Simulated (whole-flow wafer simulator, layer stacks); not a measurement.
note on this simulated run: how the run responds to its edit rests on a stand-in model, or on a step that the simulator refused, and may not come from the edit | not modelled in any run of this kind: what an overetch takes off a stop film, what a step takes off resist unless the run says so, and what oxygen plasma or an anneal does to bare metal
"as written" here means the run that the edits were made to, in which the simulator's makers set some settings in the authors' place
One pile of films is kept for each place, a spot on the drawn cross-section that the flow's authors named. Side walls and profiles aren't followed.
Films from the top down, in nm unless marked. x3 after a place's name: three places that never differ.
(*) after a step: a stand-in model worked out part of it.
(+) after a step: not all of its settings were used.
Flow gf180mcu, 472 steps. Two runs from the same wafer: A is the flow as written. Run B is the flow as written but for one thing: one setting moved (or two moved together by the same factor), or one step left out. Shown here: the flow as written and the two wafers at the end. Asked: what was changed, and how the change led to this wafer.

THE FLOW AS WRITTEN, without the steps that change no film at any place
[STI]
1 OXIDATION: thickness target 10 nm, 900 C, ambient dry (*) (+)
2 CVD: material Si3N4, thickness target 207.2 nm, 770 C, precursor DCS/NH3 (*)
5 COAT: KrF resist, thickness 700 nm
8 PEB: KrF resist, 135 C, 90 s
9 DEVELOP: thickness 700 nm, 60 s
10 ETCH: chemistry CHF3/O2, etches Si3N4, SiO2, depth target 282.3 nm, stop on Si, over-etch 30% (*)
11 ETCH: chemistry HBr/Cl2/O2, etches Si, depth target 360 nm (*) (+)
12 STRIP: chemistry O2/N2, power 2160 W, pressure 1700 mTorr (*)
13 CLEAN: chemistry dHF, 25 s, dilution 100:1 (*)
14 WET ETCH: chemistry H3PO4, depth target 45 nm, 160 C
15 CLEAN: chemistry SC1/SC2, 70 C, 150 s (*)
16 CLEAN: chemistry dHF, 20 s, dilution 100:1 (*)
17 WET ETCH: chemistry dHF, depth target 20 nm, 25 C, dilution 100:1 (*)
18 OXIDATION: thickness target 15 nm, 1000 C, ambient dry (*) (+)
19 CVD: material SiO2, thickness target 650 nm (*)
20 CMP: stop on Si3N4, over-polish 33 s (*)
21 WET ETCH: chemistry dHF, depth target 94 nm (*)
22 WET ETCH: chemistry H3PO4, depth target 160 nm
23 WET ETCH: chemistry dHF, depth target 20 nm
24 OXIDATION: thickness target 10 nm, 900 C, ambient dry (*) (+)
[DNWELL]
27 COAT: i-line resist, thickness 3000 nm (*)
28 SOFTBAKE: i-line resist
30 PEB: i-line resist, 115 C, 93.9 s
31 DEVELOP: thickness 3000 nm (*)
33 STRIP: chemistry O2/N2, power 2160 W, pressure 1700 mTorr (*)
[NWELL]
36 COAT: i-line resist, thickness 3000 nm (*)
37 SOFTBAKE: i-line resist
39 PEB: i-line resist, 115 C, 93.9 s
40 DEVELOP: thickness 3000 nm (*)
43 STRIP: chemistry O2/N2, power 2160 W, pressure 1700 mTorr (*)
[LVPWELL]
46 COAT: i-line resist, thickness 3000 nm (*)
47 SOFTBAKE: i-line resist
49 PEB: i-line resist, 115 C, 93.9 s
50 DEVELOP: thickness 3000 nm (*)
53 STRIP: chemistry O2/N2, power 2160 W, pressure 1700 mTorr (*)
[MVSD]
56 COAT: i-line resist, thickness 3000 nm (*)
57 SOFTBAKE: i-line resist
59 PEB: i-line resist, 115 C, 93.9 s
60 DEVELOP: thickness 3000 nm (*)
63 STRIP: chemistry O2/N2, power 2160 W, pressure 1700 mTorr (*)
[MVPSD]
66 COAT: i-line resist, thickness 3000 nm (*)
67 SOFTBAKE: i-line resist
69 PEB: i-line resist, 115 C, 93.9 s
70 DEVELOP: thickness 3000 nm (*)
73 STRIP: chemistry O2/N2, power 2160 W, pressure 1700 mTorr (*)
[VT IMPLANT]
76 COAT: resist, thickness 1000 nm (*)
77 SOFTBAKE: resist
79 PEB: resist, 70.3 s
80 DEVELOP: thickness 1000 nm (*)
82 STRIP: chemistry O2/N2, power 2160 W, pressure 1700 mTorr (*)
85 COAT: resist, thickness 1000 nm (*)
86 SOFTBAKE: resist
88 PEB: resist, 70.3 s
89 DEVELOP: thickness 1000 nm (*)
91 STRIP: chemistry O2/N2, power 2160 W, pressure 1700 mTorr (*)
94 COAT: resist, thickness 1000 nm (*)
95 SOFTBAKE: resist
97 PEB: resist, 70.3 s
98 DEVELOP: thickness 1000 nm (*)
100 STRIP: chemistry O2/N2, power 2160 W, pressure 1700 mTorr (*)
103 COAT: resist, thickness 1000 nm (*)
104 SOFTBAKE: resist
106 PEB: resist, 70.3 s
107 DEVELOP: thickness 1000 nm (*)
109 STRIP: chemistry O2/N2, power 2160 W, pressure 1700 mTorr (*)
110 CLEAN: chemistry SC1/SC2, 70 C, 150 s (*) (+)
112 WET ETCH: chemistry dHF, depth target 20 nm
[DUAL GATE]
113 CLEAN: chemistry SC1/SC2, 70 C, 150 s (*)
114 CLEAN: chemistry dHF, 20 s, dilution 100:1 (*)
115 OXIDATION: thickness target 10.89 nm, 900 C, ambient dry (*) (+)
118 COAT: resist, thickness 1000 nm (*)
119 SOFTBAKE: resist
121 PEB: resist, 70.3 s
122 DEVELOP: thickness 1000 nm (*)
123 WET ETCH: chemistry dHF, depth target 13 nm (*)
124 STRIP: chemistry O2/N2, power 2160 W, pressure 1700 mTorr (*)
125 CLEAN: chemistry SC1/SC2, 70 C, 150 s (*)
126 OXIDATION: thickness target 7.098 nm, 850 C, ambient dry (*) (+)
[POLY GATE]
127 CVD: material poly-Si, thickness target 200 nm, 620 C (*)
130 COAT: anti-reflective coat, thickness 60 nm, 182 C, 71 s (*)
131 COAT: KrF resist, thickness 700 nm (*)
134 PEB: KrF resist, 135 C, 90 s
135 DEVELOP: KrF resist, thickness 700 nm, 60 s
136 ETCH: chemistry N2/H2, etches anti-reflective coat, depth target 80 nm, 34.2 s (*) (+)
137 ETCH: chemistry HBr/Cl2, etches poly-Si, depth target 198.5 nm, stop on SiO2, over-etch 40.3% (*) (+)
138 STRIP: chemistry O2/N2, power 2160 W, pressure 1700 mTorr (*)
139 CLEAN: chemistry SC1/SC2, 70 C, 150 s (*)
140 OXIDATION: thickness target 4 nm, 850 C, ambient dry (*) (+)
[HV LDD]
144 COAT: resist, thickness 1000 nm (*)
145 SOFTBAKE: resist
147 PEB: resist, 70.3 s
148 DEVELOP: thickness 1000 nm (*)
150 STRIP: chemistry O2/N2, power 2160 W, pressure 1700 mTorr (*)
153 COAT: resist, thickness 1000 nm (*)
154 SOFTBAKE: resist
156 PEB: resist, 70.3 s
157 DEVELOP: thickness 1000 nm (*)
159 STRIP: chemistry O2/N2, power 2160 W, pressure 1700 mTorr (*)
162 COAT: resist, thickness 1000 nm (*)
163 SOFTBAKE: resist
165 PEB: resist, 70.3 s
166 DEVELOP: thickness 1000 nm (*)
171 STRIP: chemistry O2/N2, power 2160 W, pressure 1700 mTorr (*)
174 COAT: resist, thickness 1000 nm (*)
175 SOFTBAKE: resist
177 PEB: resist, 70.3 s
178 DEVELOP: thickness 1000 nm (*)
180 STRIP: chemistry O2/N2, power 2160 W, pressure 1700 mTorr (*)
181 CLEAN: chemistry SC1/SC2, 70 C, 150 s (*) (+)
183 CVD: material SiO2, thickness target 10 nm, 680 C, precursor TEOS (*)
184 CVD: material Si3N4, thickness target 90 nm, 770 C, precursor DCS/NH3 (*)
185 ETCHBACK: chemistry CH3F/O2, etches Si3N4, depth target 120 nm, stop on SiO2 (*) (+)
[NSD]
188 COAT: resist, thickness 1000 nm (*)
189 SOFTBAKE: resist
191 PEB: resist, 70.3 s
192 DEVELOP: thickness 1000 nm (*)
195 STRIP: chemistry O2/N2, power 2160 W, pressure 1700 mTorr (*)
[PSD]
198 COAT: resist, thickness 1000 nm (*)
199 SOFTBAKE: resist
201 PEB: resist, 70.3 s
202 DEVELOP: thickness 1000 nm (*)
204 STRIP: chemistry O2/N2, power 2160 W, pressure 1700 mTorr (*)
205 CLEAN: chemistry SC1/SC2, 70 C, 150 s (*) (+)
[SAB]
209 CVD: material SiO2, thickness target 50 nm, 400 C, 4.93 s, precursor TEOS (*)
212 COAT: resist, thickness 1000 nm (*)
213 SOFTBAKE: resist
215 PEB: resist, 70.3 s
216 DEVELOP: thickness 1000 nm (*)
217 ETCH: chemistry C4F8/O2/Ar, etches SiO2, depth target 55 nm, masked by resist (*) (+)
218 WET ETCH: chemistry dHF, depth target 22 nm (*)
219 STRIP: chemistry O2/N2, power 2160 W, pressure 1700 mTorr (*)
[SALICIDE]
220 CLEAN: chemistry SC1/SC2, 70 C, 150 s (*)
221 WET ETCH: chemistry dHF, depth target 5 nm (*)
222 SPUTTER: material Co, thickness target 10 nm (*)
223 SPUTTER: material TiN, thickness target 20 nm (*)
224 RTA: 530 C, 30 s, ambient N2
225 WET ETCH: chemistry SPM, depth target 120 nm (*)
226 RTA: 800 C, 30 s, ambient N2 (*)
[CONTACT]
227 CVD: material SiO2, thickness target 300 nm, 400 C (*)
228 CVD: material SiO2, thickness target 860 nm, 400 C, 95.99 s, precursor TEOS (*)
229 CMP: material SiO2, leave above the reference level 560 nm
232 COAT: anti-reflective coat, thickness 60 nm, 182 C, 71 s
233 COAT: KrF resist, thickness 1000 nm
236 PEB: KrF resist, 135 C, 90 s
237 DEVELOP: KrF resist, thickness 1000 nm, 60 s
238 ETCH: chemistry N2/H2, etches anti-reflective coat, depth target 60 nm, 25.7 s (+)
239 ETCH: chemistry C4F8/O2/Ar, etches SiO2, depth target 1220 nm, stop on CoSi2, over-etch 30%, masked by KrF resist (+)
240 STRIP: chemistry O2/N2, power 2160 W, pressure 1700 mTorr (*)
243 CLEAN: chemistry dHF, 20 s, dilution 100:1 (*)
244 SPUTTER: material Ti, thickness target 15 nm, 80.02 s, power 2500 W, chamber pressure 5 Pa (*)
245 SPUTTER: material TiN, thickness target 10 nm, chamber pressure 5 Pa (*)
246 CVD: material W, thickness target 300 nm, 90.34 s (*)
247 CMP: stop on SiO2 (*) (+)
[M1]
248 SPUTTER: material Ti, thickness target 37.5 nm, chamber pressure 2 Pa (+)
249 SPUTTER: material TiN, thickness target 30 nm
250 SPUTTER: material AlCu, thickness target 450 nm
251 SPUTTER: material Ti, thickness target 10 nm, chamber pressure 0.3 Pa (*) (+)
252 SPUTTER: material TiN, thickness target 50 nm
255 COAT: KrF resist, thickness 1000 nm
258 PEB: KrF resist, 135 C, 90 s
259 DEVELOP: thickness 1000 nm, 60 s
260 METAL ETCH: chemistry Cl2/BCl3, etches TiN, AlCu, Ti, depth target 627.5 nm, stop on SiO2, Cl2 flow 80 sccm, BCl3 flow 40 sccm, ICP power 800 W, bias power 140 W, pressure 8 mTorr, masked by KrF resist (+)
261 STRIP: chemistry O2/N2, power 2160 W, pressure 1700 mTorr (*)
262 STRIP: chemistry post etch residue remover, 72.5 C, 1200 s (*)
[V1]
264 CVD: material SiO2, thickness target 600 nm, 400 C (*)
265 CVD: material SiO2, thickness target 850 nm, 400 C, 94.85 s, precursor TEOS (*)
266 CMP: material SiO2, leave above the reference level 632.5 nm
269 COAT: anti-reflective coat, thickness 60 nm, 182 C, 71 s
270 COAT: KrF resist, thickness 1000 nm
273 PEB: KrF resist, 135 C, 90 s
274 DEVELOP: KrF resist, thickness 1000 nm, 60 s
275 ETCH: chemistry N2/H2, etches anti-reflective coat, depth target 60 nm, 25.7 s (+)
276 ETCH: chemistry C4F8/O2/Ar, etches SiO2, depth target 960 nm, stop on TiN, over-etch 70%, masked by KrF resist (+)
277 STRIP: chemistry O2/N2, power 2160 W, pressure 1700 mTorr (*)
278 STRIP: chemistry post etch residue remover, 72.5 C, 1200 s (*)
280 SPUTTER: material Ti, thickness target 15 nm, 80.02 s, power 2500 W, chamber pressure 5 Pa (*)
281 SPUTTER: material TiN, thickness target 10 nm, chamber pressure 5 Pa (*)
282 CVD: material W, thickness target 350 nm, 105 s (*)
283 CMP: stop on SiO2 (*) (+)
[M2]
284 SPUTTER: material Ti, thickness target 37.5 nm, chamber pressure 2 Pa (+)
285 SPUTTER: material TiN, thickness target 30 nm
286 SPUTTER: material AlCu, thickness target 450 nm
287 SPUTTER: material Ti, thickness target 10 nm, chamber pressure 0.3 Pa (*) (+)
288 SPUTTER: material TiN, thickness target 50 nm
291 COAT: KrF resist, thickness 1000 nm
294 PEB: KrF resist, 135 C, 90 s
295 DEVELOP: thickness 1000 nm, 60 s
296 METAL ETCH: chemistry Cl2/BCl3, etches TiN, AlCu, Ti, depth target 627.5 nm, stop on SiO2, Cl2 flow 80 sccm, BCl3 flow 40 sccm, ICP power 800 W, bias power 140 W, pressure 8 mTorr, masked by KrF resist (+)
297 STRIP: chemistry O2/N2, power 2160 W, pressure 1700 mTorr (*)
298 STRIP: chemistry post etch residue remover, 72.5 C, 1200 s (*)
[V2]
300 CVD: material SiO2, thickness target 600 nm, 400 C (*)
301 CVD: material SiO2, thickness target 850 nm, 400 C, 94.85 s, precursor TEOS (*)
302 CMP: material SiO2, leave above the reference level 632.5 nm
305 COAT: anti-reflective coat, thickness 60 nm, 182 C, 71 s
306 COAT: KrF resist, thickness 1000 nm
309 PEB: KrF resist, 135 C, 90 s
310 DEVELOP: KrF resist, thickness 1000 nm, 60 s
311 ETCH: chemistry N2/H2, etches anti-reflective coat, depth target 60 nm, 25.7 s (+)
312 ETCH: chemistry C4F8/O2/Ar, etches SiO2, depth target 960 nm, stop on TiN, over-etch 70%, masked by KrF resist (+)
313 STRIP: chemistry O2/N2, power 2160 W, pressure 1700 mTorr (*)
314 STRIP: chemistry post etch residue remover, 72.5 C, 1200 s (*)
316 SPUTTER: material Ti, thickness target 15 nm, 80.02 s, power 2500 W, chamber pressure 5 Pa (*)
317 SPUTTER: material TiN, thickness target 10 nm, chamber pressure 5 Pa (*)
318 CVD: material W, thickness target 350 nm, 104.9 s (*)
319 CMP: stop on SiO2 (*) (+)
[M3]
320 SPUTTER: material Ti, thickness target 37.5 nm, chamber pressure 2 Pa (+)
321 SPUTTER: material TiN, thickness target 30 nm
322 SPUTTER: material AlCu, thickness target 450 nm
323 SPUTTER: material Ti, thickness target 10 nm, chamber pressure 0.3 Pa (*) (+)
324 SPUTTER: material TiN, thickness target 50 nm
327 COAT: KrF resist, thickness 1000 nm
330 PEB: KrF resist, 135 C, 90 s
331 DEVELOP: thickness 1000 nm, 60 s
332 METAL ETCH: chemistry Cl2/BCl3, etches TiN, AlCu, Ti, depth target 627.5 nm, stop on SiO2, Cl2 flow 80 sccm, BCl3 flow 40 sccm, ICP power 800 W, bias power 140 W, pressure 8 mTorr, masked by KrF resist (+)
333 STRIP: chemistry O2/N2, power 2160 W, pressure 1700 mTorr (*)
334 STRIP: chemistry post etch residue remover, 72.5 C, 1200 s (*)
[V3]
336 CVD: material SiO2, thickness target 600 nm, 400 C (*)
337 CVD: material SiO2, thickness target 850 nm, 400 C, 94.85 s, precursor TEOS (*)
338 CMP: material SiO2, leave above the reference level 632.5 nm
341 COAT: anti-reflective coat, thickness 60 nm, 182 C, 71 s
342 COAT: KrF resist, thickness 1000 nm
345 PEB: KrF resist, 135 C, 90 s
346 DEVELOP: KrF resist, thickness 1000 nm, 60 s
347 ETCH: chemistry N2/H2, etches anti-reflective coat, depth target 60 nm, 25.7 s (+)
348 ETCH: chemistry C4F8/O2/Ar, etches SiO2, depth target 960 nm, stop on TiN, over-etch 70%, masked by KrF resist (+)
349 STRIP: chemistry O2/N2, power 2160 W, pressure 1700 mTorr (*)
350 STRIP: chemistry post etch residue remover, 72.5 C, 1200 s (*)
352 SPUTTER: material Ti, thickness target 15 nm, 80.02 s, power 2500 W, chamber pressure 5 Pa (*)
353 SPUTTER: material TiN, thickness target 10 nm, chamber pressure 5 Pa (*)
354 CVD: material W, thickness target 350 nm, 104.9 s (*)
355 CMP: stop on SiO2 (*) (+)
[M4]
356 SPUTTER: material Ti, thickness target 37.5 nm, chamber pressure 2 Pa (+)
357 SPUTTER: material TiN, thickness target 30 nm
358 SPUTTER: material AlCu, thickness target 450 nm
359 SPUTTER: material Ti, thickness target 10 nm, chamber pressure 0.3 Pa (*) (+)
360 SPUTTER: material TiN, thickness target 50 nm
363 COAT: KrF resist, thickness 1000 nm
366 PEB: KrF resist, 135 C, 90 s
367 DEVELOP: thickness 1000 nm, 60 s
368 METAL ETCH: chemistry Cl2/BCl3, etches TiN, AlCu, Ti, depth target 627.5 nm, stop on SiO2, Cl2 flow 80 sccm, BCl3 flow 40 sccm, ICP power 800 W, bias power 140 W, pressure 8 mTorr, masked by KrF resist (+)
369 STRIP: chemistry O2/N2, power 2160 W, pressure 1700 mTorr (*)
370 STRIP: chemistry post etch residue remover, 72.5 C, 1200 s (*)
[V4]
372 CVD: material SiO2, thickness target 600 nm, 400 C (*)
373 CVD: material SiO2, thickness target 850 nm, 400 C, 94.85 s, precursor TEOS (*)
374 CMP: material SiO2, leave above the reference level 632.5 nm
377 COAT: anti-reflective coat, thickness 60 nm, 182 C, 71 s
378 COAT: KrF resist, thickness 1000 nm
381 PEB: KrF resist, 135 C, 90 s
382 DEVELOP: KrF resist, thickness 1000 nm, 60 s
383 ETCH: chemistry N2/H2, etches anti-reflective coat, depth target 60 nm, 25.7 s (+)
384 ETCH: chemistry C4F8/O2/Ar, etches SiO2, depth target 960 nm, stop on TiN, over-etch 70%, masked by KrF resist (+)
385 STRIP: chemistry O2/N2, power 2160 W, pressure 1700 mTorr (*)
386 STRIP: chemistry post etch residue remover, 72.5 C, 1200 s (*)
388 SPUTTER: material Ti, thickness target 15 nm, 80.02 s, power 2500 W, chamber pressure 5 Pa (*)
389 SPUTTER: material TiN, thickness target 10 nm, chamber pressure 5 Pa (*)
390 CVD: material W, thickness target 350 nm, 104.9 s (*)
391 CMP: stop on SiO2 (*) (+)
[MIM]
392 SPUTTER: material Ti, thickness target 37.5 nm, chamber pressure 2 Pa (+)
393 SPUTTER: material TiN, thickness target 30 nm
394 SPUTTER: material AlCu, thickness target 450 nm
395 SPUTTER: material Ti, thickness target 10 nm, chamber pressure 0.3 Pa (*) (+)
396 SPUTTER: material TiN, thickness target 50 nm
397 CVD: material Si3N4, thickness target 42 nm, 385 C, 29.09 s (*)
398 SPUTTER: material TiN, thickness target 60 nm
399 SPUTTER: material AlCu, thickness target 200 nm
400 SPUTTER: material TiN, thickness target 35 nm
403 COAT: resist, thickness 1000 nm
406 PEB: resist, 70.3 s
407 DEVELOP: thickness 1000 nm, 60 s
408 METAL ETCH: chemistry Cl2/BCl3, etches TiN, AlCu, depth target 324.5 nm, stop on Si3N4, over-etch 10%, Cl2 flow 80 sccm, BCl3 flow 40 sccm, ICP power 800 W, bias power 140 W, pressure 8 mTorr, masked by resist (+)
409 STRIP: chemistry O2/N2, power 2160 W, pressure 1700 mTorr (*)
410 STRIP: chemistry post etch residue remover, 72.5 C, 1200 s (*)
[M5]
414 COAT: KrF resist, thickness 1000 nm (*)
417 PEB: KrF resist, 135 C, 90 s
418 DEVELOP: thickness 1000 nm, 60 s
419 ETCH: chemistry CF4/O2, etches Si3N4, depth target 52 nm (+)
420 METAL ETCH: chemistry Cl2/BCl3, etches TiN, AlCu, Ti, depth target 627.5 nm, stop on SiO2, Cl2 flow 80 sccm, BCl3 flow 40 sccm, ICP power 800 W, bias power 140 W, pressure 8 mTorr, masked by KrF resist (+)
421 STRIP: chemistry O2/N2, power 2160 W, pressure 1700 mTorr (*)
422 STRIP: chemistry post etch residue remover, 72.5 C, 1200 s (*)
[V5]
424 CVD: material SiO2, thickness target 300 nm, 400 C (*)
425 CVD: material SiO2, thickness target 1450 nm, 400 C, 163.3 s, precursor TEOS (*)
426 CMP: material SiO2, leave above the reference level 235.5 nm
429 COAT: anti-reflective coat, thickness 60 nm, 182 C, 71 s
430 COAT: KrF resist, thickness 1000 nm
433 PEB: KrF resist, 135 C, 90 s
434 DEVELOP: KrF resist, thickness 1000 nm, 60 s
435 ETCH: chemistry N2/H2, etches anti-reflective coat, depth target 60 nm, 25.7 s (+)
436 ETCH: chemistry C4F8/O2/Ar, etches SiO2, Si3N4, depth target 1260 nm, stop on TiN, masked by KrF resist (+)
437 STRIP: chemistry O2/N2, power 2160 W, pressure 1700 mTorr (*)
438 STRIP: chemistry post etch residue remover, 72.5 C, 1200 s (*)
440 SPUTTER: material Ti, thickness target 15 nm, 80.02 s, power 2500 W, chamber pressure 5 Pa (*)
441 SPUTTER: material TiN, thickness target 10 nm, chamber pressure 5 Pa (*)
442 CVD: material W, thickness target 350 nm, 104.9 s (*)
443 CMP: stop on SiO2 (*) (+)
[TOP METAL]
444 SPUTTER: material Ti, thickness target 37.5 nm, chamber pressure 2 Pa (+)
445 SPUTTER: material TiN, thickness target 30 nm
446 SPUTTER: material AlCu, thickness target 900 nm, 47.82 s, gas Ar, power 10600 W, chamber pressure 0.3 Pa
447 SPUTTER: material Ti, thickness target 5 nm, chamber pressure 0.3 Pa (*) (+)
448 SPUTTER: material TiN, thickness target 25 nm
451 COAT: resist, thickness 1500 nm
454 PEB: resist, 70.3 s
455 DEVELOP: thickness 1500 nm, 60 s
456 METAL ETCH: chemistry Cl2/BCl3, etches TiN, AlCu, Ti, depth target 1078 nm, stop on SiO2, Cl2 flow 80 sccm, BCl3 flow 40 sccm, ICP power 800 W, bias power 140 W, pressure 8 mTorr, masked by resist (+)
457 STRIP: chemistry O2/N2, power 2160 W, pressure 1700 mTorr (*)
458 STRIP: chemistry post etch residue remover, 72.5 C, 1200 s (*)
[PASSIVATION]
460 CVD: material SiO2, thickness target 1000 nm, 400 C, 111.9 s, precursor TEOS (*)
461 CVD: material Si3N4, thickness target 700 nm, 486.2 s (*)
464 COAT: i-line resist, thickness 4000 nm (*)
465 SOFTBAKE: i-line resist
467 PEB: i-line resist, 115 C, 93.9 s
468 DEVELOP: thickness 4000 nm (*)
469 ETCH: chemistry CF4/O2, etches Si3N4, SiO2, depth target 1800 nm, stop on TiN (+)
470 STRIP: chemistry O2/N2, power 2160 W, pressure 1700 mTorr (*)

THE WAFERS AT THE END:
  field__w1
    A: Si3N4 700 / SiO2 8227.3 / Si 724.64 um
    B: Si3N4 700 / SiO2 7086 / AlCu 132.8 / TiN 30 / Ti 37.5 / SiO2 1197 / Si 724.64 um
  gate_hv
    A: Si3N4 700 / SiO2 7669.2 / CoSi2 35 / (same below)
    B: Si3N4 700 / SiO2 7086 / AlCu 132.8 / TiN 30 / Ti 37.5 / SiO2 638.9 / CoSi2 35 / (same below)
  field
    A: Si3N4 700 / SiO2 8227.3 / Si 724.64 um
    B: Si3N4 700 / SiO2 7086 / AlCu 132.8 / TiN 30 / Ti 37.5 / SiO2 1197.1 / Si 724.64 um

The cause: step 250, SPUTTER: thickness target 706 nm was run, where the flow has thickness target 450 nm.

How the change led to this, step by step:
  250 SPUTTER: material AlCu, thickness target 450 nm
      field, field__w1, field__w2 and 108 more: A AlCu +450 (new film) | B AlCu +706 (new film)
  260 METAL ETCH: chemistry Cl2/BCl3, etches TiN, AlCu, Ti, depth target 627.5 nm, stop on SiO2, Cl2 flow 80 sccm, BCl3 flow 40 sccm, ICP power 800 W, bias power 140 W, pressure 8 mTorr, masked by KrF resist (+)
      field, field__w1, field__w2 and 99 more: A TiN -50 (all of it), Ti -10 (all of it), AlCu -450 (all of it), TiN -30 (all of it), Ti -37.5 (all of it) | B TiN -50 (all of it), Ti -10 (all of it), AlCu -567.5
  262 STRIP: chemistry post etch residue remover, 72.5 C, 1200 s (*)
      field, field__w1, field__w2 and 99 more: A nothing | B AlCu -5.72
  264 CVD: material SiO2, thickness target 600 nm, 400 C (*)
      field, field__w1, field__w2 and 99 more: A SiO2 +600 | B SiO2 +600 (new film)
  266 CMP: material SiO2, leave above the reference level 632.5 nm
      field, field__w1, field__w2 and 99 more: A SiO2 -300 | B SiO2 -244.3
Counting metal films that touch as one body, field__w1 has 1 body; the flow as written gives 0 bodies.
Counting metal films that touch as one body, gate_hv has 2 bodies (between them, from the top down: SiO2 638.9); the flow as written gives 1 body.
Counting metal films that touch as one body, field has 1 body; the flow as written gives 0 bodies.
